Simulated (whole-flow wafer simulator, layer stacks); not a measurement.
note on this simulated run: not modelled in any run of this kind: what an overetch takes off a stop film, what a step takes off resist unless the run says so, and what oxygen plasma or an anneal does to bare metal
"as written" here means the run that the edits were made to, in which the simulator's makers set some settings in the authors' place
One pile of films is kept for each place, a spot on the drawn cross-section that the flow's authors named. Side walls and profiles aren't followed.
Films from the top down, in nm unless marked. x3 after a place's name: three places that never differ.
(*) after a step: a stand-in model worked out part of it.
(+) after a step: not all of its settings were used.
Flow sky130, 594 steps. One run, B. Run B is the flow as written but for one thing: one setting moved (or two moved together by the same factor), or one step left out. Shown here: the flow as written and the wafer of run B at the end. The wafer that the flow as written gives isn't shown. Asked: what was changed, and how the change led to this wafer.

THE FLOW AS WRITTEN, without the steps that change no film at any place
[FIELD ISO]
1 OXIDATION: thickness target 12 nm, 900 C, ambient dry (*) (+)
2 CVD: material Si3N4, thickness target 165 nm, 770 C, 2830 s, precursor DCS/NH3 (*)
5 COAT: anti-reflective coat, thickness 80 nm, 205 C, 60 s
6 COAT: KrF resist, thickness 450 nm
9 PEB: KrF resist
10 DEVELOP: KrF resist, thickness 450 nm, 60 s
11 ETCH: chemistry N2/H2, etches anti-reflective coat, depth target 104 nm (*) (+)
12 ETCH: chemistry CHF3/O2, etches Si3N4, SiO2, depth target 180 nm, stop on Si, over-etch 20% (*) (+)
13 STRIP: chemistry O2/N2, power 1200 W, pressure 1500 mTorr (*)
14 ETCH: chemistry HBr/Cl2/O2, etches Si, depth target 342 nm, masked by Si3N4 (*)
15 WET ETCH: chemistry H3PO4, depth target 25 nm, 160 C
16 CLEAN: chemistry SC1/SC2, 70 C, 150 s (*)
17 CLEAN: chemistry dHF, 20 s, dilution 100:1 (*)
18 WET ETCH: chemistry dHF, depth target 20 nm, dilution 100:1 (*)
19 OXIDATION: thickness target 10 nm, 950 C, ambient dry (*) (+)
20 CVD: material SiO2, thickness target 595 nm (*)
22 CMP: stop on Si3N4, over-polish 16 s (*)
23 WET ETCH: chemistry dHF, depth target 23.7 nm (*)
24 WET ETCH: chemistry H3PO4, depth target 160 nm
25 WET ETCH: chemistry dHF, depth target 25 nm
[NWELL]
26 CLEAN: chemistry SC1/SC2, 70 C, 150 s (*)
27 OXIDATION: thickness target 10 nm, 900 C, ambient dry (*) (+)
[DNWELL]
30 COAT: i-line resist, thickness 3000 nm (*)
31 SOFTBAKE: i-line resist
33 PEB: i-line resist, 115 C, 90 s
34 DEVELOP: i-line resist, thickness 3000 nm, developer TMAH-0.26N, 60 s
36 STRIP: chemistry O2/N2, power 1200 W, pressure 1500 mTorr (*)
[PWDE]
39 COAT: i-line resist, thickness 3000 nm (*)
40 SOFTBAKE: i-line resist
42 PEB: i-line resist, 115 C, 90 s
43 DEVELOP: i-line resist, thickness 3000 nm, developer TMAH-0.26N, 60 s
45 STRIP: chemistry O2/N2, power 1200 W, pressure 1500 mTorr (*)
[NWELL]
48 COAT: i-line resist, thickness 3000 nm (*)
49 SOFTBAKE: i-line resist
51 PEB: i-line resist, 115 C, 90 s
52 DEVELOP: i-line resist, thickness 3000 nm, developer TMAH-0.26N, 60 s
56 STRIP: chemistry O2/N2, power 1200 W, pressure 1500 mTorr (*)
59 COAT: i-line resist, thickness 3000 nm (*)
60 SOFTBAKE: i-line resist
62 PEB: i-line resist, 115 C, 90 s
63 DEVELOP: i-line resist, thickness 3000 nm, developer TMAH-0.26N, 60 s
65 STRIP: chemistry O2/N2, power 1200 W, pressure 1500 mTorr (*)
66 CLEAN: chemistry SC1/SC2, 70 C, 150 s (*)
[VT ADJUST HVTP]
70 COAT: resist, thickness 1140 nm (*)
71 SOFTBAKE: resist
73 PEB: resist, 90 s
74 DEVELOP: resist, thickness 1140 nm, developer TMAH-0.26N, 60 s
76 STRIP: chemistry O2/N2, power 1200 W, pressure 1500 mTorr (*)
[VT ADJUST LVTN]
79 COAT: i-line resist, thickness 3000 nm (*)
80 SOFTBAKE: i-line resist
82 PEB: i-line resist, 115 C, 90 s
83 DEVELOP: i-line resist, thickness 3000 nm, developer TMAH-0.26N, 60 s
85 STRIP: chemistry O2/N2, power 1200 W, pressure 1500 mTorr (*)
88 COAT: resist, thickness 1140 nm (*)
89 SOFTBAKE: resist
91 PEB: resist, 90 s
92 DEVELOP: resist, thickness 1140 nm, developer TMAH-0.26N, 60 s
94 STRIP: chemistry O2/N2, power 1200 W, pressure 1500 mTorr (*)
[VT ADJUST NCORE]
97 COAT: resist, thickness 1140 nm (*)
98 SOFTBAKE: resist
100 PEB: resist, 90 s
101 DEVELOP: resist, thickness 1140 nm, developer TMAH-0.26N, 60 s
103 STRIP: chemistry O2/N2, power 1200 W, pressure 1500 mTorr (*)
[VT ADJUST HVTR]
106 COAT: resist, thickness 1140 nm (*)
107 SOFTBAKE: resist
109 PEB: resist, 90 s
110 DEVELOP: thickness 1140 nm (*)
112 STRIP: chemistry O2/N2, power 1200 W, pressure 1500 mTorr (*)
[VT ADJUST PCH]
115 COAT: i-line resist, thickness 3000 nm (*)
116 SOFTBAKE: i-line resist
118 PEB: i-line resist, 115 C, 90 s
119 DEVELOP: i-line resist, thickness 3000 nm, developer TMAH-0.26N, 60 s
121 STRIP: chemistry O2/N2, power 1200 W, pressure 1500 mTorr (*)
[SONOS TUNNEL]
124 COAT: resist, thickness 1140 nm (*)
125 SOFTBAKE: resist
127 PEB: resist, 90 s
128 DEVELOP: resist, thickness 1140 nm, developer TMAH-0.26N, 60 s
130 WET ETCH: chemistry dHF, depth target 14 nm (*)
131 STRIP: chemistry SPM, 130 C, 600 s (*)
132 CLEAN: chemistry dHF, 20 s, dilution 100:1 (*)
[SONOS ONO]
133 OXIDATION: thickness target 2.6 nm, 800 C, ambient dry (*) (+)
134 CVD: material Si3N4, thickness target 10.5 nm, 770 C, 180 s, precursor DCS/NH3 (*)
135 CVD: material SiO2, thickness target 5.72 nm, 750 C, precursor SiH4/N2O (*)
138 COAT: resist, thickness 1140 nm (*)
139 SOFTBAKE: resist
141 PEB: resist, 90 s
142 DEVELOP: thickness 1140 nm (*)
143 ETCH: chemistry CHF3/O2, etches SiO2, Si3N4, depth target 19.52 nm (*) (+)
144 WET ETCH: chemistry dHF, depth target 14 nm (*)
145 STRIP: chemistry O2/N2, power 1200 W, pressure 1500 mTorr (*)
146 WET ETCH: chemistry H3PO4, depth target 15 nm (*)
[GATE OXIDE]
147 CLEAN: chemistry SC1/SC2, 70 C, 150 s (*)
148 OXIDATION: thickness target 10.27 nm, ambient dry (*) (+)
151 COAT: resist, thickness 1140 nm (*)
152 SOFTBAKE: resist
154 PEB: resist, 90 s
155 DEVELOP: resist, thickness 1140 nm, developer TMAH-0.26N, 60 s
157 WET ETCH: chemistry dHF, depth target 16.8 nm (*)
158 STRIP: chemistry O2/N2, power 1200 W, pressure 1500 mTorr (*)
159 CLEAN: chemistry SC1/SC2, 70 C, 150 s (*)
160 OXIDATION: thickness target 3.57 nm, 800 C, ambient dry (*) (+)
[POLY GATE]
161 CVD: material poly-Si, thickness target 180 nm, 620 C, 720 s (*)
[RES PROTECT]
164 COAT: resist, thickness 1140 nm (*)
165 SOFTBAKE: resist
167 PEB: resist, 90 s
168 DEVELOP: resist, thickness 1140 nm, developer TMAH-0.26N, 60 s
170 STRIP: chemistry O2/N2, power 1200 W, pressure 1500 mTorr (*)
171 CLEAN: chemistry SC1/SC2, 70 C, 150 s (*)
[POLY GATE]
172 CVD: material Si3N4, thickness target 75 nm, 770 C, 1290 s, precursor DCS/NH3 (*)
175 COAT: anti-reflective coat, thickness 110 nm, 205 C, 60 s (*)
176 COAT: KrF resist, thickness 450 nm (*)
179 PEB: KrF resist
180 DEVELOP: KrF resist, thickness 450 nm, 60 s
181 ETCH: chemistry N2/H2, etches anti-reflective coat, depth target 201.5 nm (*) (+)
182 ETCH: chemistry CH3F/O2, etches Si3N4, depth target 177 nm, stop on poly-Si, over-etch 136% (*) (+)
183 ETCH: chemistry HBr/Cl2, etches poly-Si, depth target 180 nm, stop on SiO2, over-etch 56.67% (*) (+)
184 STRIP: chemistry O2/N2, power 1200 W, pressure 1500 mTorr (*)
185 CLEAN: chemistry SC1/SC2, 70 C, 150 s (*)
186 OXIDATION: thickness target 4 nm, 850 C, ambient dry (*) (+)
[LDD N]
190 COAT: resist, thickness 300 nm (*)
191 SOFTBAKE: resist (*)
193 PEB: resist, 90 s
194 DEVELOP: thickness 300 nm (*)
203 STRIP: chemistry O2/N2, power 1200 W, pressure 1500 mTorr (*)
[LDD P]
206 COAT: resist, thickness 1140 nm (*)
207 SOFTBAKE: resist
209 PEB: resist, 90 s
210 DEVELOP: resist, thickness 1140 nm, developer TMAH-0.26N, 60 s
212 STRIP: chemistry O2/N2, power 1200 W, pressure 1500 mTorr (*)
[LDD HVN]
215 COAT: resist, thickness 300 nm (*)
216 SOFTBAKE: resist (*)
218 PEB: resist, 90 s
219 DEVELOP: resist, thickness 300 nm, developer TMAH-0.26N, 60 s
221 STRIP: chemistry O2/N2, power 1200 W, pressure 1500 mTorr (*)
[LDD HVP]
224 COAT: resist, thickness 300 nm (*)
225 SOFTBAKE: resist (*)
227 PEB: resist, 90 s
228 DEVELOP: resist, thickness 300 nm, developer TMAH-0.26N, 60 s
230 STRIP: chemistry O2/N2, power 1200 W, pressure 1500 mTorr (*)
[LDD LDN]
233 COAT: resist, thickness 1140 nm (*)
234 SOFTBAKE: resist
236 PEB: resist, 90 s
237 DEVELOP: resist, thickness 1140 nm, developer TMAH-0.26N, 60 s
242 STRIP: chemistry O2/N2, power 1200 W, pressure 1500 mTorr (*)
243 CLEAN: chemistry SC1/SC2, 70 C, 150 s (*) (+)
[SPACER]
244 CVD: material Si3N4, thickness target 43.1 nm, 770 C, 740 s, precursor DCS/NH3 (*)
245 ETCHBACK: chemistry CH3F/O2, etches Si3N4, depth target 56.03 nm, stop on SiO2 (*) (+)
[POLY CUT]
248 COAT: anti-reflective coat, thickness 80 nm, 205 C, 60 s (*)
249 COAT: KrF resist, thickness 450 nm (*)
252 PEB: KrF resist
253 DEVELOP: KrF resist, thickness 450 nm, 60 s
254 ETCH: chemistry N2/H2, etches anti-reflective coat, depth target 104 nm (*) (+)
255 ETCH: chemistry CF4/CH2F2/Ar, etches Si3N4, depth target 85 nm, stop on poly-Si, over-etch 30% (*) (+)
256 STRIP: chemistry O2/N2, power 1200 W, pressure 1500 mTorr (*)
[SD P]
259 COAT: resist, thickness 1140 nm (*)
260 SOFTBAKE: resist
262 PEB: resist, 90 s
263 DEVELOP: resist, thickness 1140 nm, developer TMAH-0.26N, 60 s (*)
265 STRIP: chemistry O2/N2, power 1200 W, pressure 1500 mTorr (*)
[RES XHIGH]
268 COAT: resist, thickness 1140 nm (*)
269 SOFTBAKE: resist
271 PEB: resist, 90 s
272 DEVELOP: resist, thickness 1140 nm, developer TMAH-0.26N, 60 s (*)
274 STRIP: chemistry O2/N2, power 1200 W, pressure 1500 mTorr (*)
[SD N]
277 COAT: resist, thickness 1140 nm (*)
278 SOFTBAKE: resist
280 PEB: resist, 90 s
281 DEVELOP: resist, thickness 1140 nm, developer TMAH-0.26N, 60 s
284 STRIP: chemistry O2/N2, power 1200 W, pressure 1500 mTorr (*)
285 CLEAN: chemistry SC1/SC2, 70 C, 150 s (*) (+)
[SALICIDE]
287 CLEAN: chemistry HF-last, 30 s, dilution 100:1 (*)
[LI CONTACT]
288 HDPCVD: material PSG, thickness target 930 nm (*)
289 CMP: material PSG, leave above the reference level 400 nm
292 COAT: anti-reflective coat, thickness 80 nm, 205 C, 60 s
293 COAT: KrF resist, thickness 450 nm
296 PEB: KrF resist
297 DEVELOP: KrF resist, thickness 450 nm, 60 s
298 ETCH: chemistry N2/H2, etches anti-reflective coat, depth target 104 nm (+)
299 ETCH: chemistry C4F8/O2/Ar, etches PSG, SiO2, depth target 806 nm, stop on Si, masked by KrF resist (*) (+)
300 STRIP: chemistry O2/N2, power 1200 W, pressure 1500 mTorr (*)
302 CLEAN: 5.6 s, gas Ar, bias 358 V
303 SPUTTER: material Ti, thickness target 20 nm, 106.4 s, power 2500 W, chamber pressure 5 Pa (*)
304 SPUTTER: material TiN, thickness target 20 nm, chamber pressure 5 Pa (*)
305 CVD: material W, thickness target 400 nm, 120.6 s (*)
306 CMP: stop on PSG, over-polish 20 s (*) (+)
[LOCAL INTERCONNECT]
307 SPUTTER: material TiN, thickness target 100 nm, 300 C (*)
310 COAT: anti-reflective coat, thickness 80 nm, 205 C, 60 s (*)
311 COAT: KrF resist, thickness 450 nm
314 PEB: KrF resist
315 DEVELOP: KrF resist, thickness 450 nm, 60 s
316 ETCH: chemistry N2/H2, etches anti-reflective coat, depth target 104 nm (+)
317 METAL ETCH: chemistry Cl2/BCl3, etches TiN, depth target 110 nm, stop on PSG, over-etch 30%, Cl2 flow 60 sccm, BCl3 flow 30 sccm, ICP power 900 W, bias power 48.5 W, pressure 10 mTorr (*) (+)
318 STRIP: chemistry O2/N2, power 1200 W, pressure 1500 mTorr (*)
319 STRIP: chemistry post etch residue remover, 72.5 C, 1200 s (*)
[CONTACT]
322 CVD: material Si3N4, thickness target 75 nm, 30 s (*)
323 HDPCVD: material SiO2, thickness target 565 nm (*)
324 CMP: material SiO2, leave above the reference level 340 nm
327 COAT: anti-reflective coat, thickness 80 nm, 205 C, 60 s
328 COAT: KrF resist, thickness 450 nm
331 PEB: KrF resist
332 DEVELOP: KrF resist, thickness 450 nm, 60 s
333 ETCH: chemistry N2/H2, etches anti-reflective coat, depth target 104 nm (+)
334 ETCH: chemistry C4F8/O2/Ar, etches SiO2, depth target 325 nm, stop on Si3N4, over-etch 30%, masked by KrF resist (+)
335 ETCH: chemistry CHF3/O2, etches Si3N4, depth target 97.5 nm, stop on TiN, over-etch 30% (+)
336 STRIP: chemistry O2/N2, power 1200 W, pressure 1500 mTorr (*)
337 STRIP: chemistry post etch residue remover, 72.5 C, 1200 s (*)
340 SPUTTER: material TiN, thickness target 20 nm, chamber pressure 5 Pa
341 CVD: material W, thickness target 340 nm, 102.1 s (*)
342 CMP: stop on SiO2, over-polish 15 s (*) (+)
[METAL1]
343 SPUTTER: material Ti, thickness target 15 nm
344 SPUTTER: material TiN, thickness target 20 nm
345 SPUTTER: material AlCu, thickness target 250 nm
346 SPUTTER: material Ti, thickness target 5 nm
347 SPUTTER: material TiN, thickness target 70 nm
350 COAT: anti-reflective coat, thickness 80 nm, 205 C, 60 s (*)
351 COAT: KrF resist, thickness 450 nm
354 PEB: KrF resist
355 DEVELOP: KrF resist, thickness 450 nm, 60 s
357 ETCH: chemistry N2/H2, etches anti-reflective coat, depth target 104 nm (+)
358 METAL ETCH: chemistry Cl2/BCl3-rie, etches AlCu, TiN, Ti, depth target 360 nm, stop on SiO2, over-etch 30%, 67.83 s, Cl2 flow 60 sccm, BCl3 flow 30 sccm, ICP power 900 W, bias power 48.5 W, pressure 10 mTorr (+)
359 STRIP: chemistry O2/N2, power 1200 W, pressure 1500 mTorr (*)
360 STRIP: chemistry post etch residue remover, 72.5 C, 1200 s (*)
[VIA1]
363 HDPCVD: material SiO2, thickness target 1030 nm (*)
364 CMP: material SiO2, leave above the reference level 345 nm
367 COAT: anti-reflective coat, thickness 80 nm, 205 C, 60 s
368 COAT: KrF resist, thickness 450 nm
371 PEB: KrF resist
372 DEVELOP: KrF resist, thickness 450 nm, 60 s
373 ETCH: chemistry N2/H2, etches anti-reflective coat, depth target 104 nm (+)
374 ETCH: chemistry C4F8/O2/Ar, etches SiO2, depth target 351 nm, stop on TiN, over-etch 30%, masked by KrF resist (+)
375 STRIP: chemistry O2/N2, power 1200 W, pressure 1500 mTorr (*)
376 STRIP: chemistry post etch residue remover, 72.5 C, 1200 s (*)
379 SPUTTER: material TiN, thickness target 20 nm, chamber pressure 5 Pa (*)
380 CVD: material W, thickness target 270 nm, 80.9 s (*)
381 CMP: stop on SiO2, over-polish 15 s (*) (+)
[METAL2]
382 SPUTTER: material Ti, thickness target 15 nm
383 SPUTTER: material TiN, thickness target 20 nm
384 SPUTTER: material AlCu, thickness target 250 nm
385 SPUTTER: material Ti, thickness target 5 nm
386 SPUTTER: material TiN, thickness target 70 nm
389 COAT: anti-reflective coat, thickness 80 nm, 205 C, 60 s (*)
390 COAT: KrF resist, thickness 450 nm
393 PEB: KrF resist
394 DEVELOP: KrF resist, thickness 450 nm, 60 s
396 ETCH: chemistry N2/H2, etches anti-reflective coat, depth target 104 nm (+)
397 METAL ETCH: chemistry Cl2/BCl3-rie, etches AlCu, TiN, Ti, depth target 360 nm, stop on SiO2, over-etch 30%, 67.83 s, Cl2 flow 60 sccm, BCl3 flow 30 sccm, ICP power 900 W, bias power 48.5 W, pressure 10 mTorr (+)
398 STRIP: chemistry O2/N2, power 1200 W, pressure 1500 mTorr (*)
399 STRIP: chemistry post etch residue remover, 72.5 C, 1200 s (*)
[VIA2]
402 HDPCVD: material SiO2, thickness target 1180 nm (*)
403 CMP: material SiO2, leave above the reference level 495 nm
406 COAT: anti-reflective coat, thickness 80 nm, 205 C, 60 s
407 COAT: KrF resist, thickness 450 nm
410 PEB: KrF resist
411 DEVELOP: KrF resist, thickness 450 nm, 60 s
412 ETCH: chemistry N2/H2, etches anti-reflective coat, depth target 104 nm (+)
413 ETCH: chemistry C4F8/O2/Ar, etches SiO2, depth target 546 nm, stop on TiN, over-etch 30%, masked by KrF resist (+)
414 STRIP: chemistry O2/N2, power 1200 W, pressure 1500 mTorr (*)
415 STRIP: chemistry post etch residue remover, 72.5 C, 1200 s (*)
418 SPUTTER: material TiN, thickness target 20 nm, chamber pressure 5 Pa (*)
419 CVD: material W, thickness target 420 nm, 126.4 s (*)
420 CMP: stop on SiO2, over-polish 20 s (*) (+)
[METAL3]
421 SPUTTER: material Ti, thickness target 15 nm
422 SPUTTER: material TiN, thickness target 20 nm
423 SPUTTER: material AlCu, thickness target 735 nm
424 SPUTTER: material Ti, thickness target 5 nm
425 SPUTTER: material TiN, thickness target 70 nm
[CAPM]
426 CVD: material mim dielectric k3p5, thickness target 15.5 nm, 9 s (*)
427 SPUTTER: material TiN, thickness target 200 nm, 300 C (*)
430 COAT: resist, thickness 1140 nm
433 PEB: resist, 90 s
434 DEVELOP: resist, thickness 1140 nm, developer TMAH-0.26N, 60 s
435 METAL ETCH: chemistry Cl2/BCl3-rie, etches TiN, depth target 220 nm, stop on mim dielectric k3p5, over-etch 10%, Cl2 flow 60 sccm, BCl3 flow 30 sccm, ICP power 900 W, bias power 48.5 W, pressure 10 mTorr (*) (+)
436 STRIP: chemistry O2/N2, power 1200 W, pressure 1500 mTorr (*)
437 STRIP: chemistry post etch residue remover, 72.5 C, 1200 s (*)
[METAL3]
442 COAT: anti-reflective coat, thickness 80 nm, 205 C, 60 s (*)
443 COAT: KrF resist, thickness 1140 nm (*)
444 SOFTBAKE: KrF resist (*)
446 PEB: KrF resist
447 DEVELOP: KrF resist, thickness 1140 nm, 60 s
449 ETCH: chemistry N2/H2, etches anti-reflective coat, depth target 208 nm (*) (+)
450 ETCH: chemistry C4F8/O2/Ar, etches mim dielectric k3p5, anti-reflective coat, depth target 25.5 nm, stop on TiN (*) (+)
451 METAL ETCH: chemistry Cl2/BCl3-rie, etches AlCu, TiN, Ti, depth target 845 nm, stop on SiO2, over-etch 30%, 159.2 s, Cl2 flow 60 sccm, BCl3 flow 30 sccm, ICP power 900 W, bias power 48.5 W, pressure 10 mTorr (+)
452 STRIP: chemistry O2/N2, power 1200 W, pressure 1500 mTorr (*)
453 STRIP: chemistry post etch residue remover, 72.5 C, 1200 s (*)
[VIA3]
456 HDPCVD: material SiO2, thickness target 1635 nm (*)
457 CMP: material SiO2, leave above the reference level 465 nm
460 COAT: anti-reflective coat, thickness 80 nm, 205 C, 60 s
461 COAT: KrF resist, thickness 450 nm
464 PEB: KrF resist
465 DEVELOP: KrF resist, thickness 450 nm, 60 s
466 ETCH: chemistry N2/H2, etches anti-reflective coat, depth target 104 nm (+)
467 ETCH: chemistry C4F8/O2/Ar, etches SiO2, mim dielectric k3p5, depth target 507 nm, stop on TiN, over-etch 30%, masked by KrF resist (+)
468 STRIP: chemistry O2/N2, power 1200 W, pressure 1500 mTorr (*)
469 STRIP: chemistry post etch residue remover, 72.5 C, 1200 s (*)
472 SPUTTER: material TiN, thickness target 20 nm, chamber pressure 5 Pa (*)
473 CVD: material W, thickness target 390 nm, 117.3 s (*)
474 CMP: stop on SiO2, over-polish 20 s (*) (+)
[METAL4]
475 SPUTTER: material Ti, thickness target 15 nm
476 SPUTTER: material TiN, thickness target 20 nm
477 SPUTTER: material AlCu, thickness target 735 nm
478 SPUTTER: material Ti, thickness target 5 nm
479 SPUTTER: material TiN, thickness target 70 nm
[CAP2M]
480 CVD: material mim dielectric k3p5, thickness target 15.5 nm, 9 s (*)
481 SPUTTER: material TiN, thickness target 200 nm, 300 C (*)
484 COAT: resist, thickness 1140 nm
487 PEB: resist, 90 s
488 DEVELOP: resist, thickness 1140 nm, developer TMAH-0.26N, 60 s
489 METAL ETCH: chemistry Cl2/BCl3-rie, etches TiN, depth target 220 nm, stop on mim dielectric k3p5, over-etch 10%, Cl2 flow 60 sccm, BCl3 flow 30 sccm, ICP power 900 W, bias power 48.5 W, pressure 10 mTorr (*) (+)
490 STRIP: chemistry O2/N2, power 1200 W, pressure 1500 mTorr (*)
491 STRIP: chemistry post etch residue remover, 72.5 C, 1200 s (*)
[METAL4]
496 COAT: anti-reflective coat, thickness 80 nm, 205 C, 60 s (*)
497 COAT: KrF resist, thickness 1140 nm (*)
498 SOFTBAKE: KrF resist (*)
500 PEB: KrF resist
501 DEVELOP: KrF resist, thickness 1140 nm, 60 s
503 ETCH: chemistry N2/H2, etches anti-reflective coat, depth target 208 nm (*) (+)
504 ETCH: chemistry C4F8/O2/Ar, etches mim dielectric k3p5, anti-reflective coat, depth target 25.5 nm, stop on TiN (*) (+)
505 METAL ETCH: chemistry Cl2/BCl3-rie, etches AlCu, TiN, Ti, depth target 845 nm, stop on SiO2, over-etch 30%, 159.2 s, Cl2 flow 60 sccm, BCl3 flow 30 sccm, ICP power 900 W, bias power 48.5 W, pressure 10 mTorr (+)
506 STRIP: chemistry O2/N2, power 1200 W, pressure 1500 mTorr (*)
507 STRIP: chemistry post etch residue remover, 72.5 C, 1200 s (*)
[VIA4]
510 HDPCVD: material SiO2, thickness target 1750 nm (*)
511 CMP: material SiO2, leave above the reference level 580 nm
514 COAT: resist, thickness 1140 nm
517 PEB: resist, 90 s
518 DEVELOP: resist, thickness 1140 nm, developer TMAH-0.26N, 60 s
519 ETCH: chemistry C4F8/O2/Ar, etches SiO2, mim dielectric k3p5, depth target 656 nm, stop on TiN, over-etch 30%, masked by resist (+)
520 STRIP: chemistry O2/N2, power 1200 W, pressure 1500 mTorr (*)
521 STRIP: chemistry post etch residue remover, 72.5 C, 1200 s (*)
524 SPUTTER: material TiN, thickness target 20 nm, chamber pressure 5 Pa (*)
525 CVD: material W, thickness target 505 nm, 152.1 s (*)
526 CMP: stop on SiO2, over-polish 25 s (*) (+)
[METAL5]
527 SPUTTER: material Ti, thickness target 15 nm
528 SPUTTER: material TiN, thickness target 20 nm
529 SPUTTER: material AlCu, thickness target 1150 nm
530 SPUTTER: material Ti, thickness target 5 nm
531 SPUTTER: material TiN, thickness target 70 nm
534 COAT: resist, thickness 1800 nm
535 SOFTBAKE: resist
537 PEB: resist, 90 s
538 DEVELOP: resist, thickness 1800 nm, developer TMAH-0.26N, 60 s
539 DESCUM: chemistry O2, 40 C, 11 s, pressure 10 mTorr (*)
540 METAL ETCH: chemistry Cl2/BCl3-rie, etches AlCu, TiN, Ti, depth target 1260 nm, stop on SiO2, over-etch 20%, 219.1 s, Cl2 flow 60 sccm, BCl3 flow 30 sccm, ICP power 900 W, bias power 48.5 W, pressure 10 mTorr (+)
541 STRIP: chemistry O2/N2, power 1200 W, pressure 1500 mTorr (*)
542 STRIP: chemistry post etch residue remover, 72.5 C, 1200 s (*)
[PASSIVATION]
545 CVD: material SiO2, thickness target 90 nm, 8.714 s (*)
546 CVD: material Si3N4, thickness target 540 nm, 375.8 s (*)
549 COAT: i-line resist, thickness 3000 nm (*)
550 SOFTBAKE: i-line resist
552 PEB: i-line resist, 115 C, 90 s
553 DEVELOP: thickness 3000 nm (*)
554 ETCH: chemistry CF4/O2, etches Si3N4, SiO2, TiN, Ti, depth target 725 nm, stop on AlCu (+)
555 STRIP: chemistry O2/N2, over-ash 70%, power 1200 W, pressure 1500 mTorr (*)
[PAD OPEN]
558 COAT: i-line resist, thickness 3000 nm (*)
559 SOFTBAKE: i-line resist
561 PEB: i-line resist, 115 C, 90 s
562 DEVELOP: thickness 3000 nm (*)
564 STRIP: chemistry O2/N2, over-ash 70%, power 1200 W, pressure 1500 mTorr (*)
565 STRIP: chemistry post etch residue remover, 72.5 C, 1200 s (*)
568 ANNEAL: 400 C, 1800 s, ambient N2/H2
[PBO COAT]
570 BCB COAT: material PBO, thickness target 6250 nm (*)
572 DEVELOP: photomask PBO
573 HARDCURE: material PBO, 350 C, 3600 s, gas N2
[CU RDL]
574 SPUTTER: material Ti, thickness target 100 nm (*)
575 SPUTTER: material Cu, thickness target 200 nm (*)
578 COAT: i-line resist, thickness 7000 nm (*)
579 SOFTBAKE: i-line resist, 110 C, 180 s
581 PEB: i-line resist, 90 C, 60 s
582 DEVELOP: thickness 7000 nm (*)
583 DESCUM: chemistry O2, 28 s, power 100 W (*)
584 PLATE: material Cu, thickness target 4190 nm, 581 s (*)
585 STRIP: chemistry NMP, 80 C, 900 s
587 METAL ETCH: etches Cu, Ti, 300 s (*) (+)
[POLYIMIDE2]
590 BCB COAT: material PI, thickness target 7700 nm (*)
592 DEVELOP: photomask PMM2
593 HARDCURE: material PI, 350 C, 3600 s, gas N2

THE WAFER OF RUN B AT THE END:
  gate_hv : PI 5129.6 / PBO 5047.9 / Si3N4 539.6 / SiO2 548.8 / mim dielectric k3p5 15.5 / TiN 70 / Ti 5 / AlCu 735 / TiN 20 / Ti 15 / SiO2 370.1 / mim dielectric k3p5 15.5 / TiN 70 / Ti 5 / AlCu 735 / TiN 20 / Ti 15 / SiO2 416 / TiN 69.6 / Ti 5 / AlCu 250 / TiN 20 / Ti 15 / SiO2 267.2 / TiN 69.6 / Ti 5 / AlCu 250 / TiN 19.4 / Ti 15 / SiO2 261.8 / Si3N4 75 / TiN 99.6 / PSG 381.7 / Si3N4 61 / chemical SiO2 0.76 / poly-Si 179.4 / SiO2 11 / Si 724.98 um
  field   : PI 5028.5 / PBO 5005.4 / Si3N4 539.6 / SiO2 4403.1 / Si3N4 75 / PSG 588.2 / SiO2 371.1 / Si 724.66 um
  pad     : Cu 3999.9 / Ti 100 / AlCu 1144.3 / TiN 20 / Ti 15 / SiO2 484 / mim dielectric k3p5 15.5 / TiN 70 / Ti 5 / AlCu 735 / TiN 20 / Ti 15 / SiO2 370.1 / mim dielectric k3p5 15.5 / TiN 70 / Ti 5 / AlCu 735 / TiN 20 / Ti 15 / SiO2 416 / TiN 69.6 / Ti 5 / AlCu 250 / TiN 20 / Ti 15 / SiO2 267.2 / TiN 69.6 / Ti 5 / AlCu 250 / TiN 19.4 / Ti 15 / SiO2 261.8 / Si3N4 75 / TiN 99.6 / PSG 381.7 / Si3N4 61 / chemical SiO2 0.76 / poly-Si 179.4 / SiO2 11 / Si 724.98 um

The cause: step 344, SPUTTER: thickness target 19.4 nm was run, where the flow has thickness target 20 nm.
It can be read off the wafer: gate_hv has TiN 19.4, and step 344 as written asks for 20 nm.

How the change led to this, step by step:
  344 SPUTTER: material TiN, thickness target 20 nm
      field, active, n_well and 188 more: TiN +19.4 (new film) (as written it would be: TiN +20 (new film))
  358 METAL ETCH: chemistry Cl2/BCl3-rie, etches AlCu, TiN, Ti, depth target 360 nm, stop on SiO2, over-etch 30%, 67.83 s, Cl2 flow 60 sccm, BCl3 flow 30 sccm, ICP power 900 W, bias power 48.5 W, pressure 10 mTorr (+)
      field, active, gate and 81 more: TiN -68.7 (all of it), Ti -5 (all of it), AlCu -250 (all of it), TiN -19.4 (all of it), Ti -15 (all of it), SiO2 -11 (as written it would be: TiN -68.7 (all of it), Ti -5 (all of it), AlCu -250 (all of it), TiN -20 (all of it), Ti -15 (all of it), SiO2 -10.9)
